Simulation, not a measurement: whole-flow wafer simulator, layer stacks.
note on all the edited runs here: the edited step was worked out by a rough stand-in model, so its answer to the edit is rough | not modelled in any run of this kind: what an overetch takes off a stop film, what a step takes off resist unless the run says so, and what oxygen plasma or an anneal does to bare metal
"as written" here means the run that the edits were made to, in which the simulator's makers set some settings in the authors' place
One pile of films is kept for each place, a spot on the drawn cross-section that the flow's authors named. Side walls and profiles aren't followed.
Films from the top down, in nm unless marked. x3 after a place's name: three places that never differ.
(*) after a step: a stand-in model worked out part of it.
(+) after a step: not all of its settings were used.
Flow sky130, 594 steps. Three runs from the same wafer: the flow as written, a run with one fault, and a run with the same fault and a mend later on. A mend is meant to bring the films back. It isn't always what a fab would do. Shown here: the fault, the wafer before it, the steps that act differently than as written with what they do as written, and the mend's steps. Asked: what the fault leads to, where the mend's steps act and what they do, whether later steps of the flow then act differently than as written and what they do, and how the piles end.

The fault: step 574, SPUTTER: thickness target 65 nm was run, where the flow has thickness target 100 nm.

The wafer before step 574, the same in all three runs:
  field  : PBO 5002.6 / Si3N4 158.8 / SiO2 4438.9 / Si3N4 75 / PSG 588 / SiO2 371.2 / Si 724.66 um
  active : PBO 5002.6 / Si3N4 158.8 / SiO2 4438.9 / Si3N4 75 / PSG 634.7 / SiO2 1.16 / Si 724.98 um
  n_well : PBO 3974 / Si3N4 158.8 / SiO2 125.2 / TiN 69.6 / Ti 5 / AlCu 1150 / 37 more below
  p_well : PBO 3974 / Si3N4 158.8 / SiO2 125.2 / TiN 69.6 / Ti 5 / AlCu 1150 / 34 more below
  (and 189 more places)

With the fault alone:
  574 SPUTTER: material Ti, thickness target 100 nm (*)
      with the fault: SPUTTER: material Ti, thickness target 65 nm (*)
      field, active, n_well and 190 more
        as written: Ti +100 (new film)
        with the fault: Ti +65 (new film)
  Later steps of the flow that act differently than as written (7 more steps differ only slightly, by at most 2% or 0.5 nm, whichever is larger, and aren't shown):
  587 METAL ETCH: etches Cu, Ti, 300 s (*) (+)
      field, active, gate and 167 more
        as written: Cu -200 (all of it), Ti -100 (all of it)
        with the fault: Cu -200 (all of it), Ti -65 (all of it)
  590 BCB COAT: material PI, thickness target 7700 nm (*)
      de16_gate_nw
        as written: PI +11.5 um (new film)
        with the fault: PI +11.47 um (new film)
  At the end the piles differ from the flow's by more than 2% or 0.5 nm, whichever is larger, at n_well, p_well, sd_n and 20 more.
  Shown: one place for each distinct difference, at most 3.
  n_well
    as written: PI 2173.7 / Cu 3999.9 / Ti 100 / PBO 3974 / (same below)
    with the fault: PI 2196.4 / Cu 3999.9 / Ti 65 / PBO 3974 / (same below)
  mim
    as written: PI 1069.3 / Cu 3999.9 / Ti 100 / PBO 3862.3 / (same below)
    with the fault: PI 1102.1 / Cu 3999.9 / Ti 65 / PBO 3862.3 / (same below)
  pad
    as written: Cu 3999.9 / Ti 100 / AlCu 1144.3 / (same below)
    with the fault: Cu 3999.9 / Ti 65 / AlCu 1144.3 / (same below)

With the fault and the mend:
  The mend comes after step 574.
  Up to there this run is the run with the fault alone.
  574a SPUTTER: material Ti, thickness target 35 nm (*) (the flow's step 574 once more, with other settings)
      field, active, n_well and 190 more
        Ti +35
  No later step of the flow acts differently than as written at any place that is followed.
  At the end the piles are the same as the flow's at every place that both follow.
